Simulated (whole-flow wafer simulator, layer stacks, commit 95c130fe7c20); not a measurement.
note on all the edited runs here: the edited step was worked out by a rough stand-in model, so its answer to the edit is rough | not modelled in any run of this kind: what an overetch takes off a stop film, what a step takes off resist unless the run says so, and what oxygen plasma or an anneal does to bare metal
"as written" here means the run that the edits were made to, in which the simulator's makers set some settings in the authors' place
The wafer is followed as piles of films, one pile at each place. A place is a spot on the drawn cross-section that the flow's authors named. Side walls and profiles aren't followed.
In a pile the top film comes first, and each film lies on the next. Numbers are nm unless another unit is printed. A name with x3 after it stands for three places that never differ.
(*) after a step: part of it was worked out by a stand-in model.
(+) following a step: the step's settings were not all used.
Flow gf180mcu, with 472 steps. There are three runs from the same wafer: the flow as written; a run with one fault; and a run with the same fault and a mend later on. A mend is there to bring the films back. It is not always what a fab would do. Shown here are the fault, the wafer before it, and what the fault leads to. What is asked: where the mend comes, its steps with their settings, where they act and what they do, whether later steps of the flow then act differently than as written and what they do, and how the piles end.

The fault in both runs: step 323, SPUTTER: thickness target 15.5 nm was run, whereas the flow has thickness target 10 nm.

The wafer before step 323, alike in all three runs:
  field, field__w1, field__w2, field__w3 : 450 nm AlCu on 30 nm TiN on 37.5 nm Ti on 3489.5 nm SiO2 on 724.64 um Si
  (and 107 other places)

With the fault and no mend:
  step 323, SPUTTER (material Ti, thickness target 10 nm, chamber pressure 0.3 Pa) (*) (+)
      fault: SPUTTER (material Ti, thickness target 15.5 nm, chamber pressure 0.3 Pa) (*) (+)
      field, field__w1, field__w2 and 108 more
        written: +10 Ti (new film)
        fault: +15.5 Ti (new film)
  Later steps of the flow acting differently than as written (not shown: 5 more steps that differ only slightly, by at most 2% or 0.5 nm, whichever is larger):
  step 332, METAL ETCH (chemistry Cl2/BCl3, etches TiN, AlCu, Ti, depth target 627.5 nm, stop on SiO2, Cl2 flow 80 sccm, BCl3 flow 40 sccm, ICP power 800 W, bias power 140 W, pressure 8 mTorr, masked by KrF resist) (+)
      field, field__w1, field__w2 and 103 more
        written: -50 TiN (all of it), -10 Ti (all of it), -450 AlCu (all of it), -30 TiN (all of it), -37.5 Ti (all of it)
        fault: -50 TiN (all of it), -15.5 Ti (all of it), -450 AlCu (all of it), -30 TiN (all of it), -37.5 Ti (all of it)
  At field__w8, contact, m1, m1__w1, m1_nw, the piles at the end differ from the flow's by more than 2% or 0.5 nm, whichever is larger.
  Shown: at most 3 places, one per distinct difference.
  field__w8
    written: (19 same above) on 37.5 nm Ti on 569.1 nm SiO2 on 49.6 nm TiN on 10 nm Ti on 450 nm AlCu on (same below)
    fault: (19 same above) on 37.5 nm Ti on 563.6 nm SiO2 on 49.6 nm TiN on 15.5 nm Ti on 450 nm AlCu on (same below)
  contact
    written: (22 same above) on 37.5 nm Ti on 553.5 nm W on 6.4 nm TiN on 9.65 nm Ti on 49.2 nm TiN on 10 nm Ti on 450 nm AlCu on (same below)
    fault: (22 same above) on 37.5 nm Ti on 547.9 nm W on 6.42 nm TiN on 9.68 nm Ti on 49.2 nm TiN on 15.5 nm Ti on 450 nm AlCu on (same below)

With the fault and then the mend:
  After step 331 comes the mend.
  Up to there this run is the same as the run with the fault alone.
  step 332, METAL ETCH (chemistry Cl2/BCl3, etches TiN, AlCu, Ti, depth target 633 nm, stop on SiO2, Cl2 flow 80 sccm, BCl3 flow 40 sccm, ICP power 800 W, bias power 140 W, pressure 8 mTorr, masked by KrF resist) (+) (the flow's step 332, as written with depth target 627.5 nm)
      field, field__w1, field__w2 and 103 more
        -50 TiN (all of it), -15.5 Ti (all of it), -450 AlCu (all of it), -30 TiN (all of it), -37.5 Ti (all of it)
      field__w8, contact, m1, m1__w1, m1_nw
        -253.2 KrF resist
  Later steps of the flow that are run all act as written at every place that is followed, up to a difference of at most 2% or 0.5 nm, whichever is larger.
  At field__w8, contact, m1, m1__w1, m1_nw, the piles at the end differ from the flow's by more than 2% or 0.5 nm, whichever is larger.
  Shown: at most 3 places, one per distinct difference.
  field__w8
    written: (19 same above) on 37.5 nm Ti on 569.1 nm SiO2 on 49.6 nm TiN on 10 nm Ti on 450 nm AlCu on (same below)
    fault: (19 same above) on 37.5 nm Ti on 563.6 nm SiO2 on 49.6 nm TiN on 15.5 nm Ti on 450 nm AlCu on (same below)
    mend: (19 same above) on 37.5 nm Ti on 563.6 nm SiO2 on 49.6 nm TiN on 15.5 nm Ti on 450 nm AlCu on (same below)
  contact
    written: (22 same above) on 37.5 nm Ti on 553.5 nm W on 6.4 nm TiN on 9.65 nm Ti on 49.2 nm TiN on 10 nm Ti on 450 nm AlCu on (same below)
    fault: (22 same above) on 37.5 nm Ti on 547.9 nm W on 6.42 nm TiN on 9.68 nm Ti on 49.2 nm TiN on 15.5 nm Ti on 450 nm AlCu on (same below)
    mend: (22 same above) on 37.5 nm Ti on 547.9 nm W on 6.42 nm TiN on 9.68 nm Ti on 49.2 nm TiN on 15.5 nm Ti on 450 nm AlCu on (same below)
